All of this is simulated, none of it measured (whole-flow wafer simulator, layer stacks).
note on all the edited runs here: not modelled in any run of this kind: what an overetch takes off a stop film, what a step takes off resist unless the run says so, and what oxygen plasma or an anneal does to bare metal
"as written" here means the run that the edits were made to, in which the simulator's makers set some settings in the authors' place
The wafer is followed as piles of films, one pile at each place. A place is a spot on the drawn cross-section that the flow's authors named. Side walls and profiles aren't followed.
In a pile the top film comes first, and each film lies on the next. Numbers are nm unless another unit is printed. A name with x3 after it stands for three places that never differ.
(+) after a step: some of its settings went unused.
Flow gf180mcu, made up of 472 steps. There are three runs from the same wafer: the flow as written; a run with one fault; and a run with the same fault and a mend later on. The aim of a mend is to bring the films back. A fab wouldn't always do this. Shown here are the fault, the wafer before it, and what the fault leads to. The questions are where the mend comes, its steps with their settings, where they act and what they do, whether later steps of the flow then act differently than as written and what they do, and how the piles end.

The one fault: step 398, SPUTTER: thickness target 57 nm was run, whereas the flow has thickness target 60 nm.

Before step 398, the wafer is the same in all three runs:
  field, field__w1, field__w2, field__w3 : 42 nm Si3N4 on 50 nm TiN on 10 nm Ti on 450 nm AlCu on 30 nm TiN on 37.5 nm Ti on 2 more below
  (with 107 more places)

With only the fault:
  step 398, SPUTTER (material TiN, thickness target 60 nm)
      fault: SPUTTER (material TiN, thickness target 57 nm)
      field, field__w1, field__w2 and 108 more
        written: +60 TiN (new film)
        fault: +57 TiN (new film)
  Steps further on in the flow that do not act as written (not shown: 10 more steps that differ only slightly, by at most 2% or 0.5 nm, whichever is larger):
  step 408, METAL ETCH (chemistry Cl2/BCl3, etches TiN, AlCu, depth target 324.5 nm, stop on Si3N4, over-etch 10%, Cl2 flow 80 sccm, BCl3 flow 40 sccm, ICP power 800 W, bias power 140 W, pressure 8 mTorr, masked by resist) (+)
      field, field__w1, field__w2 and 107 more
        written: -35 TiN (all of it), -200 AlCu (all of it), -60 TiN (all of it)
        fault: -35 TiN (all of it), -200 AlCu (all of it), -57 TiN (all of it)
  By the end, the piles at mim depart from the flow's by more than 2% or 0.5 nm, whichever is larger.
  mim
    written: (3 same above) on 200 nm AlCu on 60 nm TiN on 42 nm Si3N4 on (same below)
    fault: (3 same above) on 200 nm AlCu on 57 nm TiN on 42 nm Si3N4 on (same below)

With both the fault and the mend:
  The mend stands after step 398.
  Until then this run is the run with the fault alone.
  step 398a, SPUTTER (material TiN, thickness target 3 nm) (the flow's step 398 again, with other settings)
      field, field__w1, field__w2 and 108 more
        +3 TiN
  Later steps of the flow that are run all act as written at every place that is followed.
  At every place that both follow, the piles at the end match the flow's.
